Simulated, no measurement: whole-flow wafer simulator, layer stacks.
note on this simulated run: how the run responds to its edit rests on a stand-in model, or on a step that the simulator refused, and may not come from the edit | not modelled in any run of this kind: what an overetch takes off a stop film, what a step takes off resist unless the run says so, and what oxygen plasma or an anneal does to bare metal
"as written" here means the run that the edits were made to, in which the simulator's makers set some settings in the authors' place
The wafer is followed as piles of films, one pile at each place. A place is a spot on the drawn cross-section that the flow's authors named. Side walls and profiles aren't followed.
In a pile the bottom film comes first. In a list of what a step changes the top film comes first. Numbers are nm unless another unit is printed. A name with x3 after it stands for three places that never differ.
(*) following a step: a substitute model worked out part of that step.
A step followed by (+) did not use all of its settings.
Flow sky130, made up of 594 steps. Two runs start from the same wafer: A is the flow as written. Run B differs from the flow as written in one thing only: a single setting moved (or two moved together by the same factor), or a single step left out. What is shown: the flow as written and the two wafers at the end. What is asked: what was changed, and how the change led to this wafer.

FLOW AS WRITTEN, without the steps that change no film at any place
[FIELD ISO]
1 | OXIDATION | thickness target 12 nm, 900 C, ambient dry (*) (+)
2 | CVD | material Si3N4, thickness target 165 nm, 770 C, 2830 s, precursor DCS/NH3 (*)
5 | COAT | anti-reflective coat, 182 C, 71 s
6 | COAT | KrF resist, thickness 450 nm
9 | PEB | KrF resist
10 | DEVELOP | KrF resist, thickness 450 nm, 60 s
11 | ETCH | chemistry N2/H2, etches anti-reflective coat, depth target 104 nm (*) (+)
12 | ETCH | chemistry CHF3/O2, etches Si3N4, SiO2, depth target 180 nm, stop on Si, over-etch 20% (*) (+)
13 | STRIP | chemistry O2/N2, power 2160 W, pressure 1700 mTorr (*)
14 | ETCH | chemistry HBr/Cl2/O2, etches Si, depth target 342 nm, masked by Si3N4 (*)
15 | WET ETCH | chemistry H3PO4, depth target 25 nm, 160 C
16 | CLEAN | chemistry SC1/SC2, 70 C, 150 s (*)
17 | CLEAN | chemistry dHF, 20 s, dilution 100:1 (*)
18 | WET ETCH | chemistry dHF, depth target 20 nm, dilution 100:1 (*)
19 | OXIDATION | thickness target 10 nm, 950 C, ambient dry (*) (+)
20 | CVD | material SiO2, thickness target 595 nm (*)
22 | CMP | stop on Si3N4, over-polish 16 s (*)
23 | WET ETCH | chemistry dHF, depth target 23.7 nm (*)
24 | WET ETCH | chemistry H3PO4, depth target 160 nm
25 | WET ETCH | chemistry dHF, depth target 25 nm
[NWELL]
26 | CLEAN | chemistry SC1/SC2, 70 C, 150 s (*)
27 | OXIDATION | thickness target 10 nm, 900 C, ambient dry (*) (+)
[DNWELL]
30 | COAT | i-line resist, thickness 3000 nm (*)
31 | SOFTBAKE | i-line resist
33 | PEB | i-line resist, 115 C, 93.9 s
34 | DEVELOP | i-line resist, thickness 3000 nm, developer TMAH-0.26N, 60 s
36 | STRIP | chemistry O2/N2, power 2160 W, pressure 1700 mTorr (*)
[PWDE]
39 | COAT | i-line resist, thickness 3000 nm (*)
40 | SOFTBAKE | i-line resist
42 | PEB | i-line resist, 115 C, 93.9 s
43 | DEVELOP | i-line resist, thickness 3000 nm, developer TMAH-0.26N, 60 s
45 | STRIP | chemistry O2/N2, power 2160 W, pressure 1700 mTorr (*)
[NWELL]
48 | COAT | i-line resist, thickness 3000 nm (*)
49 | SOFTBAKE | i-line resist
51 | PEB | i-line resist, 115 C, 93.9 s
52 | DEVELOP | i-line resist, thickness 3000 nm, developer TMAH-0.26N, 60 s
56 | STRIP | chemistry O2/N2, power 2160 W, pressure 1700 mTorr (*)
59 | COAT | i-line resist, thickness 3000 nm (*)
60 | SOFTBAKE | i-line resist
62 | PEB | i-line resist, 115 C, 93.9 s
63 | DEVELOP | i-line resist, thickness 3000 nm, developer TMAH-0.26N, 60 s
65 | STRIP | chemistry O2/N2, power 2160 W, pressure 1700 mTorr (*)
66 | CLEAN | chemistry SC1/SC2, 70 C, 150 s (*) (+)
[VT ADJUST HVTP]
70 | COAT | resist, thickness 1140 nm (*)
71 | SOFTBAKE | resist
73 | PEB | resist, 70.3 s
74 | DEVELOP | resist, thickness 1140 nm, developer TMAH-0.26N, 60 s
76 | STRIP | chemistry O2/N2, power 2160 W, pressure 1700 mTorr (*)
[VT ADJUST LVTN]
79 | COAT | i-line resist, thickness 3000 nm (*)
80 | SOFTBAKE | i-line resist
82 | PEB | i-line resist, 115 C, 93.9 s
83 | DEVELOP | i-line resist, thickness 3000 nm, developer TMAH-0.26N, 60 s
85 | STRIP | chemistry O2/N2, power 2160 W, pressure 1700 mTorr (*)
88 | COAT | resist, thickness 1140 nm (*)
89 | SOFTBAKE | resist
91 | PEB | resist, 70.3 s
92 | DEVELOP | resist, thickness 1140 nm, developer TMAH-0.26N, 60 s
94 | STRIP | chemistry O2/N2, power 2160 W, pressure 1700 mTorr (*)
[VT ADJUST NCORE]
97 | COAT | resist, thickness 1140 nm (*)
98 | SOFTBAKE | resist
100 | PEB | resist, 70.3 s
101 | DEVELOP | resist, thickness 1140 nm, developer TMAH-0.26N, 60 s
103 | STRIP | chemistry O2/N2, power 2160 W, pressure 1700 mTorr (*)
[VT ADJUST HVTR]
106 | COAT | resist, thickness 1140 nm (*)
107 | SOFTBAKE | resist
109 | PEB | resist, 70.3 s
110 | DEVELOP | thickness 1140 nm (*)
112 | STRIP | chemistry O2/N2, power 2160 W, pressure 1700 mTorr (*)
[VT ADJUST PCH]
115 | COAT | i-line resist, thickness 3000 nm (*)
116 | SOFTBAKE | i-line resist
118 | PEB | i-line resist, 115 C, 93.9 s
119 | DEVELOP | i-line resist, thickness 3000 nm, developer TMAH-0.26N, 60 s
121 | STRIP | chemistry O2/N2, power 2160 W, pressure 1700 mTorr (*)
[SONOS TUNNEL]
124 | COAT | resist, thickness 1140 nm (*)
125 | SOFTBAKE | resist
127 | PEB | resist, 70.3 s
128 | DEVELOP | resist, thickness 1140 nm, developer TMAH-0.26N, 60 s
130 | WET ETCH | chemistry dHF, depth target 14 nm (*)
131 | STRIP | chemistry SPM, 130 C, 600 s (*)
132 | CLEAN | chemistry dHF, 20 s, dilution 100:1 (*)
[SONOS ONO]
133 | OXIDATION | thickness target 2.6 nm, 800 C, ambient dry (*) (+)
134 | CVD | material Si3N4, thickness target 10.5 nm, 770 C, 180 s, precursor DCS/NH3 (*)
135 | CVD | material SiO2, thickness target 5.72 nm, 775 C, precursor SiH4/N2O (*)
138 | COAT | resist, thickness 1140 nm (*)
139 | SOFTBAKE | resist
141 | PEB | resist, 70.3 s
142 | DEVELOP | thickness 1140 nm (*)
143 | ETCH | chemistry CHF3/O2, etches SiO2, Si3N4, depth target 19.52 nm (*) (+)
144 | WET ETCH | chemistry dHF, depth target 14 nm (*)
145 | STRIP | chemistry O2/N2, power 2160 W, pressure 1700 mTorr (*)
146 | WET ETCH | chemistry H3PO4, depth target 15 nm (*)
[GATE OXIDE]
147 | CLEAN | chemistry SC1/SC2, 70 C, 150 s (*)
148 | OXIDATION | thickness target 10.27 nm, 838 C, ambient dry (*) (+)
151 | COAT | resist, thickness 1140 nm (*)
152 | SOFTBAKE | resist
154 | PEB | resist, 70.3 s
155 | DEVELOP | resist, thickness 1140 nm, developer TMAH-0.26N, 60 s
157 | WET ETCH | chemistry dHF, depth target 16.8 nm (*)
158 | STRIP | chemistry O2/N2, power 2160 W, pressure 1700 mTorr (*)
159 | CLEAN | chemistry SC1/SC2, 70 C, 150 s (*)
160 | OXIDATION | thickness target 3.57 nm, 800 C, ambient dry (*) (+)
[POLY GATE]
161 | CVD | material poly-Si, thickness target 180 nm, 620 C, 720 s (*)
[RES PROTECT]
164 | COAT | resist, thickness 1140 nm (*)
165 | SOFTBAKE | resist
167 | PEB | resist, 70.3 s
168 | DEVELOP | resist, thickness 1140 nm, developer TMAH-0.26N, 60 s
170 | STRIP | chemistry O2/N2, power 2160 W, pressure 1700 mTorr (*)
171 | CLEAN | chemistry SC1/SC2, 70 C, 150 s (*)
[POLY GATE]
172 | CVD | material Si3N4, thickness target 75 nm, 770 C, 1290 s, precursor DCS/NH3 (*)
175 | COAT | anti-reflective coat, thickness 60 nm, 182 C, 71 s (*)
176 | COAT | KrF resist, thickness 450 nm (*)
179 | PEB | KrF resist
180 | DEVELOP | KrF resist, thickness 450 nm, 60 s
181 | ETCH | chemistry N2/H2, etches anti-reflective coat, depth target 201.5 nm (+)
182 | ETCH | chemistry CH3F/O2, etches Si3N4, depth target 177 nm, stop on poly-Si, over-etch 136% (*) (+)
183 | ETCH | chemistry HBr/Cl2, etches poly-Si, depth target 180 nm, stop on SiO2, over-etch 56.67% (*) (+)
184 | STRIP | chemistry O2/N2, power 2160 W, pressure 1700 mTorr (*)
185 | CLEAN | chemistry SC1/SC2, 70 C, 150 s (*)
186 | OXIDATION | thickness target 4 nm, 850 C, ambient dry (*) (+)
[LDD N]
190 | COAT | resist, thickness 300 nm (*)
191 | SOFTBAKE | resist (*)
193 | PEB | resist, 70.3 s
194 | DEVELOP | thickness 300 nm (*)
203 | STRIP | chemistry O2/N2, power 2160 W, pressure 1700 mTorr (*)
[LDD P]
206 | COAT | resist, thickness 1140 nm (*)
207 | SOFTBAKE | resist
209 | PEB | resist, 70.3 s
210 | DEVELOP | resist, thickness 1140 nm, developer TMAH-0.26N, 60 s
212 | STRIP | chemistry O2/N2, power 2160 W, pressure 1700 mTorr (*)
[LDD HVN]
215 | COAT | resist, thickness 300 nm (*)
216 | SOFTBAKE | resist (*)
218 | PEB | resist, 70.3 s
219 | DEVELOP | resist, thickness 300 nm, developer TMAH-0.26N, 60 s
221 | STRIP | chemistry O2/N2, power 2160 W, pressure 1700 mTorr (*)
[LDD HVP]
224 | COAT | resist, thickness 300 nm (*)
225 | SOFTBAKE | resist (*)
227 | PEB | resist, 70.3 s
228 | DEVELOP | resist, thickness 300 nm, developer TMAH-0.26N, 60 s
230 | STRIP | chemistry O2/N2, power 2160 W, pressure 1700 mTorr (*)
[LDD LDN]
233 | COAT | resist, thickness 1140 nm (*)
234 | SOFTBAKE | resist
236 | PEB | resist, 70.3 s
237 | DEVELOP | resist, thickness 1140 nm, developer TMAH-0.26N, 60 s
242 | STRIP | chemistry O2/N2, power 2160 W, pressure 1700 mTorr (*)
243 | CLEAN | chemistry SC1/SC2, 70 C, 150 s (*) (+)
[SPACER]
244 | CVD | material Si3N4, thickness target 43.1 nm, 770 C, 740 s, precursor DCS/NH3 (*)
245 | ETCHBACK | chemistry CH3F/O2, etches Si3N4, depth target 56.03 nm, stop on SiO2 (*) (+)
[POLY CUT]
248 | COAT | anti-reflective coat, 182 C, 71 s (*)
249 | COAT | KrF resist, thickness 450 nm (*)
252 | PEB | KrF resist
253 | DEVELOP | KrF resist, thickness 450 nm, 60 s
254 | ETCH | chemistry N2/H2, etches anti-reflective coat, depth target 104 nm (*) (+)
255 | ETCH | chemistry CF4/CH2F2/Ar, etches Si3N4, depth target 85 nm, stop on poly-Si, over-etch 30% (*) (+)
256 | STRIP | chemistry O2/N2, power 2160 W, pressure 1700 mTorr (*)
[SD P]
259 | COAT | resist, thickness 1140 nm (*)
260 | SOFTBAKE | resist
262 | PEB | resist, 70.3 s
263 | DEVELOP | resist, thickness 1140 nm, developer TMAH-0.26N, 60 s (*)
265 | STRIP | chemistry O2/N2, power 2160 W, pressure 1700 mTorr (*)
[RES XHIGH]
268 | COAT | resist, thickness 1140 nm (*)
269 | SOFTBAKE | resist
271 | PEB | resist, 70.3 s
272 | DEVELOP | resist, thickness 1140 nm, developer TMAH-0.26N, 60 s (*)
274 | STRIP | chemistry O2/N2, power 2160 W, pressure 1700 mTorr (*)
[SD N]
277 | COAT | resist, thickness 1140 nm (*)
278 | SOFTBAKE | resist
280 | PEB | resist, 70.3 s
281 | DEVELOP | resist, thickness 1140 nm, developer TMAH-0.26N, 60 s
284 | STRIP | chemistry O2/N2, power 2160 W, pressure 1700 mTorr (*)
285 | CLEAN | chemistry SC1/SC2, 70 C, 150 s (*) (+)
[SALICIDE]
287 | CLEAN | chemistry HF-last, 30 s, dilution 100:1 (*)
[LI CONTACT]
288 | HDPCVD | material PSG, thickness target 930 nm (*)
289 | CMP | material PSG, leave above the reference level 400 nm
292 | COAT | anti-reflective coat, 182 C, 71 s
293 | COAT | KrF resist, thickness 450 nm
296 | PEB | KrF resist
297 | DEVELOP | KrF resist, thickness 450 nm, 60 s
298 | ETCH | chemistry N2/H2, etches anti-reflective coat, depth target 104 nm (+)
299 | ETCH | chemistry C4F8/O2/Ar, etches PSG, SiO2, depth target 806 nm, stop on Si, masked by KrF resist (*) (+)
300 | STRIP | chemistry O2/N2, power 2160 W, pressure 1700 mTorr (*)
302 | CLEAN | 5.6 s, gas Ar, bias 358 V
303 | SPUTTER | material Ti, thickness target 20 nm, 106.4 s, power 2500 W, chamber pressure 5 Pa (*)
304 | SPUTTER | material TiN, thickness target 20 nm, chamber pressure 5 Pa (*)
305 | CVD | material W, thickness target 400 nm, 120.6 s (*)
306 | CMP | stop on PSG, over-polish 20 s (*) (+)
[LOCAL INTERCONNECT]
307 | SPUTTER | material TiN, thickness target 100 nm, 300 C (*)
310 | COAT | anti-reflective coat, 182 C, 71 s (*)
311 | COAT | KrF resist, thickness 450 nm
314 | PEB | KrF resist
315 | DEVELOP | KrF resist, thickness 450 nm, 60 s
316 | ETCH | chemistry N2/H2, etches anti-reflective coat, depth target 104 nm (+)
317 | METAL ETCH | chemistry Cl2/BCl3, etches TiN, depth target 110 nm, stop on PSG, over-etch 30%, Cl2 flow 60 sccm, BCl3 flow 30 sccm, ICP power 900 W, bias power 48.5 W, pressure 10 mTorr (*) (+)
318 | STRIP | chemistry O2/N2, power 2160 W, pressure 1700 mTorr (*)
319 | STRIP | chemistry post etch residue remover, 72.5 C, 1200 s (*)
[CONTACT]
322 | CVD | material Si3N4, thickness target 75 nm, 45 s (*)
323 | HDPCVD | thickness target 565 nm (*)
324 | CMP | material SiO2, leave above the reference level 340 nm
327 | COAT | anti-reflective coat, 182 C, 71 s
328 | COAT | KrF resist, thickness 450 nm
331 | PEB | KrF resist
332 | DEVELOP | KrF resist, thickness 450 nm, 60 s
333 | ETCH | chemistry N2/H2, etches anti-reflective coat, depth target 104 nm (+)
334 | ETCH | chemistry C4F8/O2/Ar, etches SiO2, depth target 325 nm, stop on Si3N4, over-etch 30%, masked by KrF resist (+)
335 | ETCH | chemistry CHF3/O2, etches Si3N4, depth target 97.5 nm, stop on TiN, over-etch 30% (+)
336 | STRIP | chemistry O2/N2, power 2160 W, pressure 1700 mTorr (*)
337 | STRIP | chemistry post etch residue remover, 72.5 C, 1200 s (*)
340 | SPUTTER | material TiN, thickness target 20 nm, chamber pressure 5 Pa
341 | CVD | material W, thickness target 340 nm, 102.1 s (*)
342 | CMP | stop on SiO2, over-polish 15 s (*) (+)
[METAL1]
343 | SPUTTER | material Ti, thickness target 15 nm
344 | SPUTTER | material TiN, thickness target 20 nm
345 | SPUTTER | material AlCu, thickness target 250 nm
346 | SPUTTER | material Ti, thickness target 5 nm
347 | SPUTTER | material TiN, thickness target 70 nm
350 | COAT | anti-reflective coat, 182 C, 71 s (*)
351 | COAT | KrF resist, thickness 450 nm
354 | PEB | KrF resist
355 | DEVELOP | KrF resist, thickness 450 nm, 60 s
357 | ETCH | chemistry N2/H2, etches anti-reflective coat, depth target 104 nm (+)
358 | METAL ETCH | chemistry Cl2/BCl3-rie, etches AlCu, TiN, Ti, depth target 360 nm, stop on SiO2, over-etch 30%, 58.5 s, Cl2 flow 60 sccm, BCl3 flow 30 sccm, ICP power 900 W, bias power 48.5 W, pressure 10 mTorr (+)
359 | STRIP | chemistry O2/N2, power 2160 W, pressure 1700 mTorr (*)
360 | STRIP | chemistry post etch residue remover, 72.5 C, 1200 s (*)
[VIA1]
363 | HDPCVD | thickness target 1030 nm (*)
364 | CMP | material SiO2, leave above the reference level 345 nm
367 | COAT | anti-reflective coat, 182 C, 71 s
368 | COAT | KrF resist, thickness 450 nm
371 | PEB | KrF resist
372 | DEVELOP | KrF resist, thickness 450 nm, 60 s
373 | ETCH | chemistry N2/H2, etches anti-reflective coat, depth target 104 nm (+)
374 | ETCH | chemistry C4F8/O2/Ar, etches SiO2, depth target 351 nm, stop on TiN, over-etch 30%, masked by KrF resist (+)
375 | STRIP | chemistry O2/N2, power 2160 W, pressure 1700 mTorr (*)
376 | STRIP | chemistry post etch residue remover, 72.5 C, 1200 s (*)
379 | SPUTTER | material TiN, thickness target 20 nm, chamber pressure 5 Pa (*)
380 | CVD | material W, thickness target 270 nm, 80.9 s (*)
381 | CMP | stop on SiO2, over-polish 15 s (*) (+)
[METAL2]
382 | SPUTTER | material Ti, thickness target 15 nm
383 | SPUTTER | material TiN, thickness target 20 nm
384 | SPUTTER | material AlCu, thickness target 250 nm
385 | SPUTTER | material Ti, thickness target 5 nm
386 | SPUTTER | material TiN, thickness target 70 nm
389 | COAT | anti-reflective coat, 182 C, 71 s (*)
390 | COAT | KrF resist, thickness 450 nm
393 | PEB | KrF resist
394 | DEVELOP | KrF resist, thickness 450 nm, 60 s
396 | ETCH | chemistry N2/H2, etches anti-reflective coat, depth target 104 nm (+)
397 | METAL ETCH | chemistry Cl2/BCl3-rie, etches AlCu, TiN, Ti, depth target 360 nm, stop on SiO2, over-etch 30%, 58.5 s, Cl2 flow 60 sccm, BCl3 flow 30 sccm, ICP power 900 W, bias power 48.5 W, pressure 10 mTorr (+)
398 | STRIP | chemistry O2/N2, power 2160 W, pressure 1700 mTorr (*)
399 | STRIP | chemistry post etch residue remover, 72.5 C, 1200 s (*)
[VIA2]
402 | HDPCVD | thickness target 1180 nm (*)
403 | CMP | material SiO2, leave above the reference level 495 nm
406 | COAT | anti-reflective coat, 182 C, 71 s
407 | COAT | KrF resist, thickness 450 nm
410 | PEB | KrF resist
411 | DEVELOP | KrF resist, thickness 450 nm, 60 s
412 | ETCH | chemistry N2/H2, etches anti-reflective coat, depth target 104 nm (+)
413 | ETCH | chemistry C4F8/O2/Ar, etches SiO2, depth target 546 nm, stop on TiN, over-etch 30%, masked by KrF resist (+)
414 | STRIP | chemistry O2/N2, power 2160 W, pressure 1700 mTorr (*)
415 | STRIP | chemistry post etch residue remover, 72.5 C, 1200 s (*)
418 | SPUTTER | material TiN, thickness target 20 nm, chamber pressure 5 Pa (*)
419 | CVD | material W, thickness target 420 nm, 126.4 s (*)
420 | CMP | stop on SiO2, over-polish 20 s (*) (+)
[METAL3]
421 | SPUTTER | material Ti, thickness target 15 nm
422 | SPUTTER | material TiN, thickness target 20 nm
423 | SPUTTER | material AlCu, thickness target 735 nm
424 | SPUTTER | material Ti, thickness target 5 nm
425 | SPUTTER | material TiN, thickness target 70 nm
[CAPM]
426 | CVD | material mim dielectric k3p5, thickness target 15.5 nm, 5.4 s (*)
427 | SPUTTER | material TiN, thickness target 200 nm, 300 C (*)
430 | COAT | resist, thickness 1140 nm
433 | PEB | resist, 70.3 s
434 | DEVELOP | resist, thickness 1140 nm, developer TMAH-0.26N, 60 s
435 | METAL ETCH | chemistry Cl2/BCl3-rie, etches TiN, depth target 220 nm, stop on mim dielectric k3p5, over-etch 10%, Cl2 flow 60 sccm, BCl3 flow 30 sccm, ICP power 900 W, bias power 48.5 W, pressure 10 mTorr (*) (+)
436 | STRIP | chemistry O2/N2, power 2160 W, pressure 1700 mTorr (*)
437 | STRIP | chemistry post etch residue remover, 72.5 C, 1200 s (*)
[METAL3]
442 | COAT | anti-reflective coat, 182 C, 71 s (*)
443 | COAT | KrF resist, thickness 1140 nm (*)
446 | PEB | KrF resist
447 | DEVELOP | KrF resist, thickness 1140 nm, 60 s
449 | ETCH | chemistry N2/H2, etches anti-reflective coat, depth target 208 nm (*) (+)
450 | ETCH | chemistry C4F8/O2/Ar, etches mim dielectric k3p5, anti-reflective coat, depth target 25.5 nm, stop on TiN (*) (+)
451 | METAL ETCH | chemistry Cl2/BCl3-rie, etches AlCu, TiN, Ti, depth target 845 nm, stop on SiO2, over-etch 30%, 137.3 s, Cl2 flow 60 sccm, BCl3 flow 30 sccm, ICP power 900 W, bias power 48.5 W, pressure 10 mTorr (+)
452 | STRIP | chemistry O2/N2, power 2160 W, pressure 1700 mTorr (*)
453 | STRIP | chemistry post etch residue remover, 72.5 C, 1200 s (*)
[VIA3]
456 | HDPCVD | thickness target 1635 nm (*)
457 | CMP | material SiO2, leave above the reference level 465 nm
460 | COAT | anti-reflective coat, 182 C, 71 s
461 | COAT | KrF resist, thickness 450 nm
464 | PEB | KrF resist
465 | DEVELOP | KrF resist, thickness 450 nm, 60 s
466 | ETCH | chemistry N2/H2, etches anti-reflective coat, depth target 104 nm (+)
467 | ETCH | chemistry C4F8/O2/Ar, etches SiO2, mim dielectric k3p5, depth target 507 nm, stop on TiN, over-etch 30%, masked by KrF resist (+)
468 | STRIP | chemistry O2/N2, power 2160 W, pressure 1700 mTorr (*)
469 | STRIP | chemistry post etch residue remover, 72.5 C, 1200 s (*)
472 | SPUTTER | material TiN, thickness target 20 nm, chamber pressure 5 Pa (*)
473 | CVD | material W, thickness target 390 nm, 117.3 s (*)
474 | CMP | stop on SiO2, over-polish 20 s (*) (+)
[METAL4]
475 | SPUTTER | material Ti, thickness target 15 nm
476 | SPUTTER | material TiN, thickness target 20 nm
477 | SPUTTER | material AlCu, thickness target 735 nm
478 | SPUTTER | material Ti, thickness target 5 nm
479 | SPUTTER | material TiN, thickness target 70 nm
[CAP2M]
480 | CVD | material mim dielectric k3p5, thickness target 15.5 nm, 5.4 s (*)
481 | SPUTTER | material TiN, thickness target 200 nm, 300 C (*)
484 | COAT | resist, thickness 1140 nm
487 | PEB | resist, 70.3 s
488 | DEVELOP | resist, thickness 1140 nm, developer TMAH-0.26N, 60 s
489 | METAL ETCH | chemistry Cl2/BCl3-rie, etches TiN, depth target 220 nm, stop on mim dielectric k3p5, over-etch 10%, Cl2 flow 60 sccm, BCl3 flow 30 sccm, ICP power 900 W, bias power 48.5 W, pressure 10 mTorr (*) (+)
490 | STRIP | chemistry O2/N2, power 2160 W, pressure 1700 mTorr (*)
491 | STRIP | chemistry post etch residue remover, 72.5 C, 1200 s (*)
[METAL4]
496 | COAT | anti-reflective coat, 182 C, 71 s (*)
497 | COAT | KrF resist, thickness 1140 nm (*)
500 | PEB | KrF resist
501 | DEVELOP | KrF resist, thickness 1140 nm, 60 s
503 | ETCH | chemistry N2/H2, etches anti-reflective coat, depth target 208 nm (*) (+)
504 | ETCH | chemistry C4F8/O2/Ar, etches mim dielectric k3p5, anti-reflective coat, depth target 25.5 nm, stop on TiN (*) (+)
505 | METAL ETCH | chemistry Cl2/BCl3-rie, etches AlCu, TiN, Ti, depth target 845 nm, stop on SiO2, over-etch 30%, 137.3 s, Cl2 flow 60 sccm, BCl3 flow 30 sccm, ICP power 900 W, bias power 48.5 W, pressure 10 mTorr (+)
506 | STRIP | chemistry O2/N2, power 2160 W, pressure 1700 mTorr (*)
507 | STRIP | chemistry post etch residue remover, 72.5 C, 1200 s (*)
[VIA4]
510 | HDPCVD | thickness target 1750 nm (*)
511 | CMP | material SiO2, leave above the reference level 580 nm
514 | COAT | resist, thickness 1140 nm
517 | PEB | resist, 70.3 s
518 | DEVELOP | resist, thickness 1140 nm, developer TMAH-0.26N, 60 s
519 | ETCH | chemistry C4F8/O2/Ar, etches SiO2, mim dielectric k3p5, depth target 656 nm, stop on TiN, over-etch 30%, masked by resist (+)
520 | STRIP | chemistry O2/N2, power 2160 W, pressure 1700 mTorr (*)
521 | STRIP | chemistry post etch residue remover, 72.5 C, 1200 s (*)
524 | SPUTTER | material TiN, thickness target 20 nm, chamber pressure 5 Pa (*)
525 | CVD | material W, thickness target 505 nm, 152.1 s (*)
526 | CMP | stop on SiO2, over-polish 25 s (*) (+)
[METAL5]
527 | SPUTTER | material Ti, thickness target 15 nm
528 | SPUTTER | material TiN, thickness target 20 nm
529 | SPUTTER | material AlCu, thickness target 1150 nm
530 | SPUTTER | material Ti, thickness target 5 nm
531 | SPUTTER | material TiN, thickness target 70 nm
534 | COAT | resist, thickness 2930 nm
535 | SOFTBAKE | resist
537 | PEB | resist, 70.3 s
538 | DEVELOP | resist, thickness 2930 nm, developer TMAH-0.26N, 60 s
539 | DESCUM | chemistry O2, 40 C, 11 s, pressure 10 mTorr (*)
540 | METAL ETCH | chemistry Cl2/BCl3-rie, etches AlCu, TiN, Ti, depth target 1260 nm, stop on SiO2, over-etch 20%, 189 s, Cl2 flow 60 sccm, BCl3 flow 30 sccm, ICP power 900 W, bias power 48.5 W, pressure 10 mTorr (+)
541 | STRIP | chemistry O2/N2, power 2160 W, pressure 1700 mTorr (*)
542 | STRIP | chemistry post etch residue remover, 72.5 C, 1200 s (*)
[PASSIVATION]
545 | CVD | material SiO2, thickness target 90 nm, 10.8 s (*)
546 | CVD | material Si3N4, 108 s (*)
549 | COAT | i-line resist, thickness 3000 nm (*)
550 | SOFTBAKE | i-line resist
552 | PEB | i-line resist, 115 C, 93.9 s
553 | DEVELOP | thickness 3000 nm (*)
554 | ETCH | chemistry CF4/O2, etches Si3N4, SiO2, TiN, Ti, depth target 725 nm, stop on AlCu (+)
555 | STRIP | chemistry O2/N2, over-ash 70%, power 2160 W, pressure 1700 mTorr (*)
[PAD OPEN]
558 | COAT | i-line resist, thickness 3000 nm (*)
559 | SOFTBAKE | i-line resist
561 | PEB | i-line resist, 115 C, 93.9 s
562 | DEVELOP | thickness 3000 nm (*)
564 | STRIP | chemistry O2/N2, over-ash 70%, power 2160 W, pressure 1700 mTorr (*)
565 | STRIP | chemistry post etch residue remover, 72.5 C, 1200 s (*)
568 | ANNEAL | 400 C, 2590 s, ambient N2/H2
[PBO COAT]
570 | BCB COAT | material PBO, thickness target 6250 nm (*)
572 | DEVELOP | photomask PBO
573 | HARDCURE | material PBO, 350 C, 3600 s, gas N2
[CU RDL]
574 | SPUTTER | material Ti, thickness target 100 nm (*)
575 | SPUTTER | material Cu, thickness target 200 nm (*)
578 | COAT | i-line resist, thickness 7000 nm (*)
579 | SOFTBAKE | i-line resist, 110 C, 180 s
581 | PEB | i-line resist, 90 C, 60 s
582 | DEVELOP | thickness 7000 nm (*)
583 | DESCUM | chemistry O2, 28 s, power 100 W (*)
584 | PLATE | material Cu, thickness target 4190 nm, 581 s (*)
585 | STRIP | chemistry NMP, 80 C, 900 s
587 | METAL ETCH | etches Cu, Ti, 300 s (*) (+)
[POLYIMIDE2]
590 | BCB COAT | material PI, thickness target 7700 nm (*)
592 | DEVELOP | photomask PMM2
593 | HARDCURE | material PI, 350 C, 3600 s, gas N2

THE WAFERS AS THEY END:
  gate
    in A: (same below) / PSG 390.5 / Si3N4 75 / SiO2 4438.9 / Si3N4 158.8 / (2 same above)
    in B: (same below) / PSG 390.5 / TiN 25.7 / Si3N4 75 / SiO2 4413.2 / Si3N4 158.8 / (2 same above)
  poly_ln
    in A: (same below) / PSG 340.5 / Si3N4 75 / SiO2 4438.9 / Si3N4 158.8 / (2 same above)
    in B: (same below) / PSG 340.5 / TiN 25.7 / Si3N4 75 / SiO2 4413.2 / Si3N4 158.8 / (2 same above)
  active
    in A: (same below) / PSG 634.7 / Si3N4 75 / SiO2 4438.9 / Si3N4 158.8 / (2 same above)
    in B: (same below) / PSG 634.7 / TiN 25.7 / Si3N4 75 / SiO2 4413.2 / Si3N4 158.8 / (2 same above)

Cause: step 316, ETCH: depth target 54.6 nm was run, though the flow has depth target 104 nm.

Step by step, how the change led to this:
  316 | ETCH | chemistry N2/H2, etches anti-reflective coat, depth target 104 nm (+)
      field, active, gate and 87 more: A -80 anti-reflective coat (all of it), -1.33 TiN | B -54.6 anti-reflective coat
      rpo_hd: A -80 anti-reflective coat (all of it), -1.34 TiN | B -54.6 anti-reflective coat
      (also at 100 further places)
  317 | METAL ETCH | chemistry Cl2/BCl3, etches TiN, depth target 110 nm, stop on PSG, over-etch 30%, Cl2 flow 60 sccm, BCl3 flow 30 sccm, ICP power 900 W, bias power 48.5 W, pressure 10 mTorr (*) (+)
      field, active, gate and 84 more: A -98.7 TiN (all of it) | B -25.4 anti-reflective coat (all of it), -73.8 TiN
      rpo_hd, rpm_encl, rpm_encl_psd, iso_guard_nsd_tip: A -98.7 TiN (all of it) | B -25.4 anti-reflective coat (all of it), -73.9 TiN
  318 | STRIP | chemistry O2/N2, power 2160 W, pressure 1700 mTorr (*)
      n_well, p_well, gate_hv and 93 more: A -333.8 KrF resist (all of it), -80 anti-reflective coat (all of it) | B -361.3 KrF resist (all of it), -80 anti-reflective coat (all of it)
      poly_licon, ndiff_licon, ndiff_licon_cpp, rpo_hd_licon: A -333.9 KrF resist (all of it), -80.5 anti-reflective coat (all of it) | B -361.3 KrF resist (all of it), -80.5 anti-reflective coat (all of it)
  324 | CMP | material SiO2, leave above the reference level 340 nm
      field, active, gate and 84 more: A -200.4 SiO2 | B -226.2 SiO2
      rpo_hd, rpm_encl, rpm_encl_psd, iso_guard_nsd_tip: A -200.4 SiO2 | B -226.1 SiO2
Taking metal films that touch as one body, gate has 1 body; the flow as written gives 0 bodies.
Taking metal films that touch as one body, poly_ln has 1 body; the flow as written gives 0 bodies.
Taking metal films that touch as one body, active has 1 body; the flow as written gives 0 bodies.
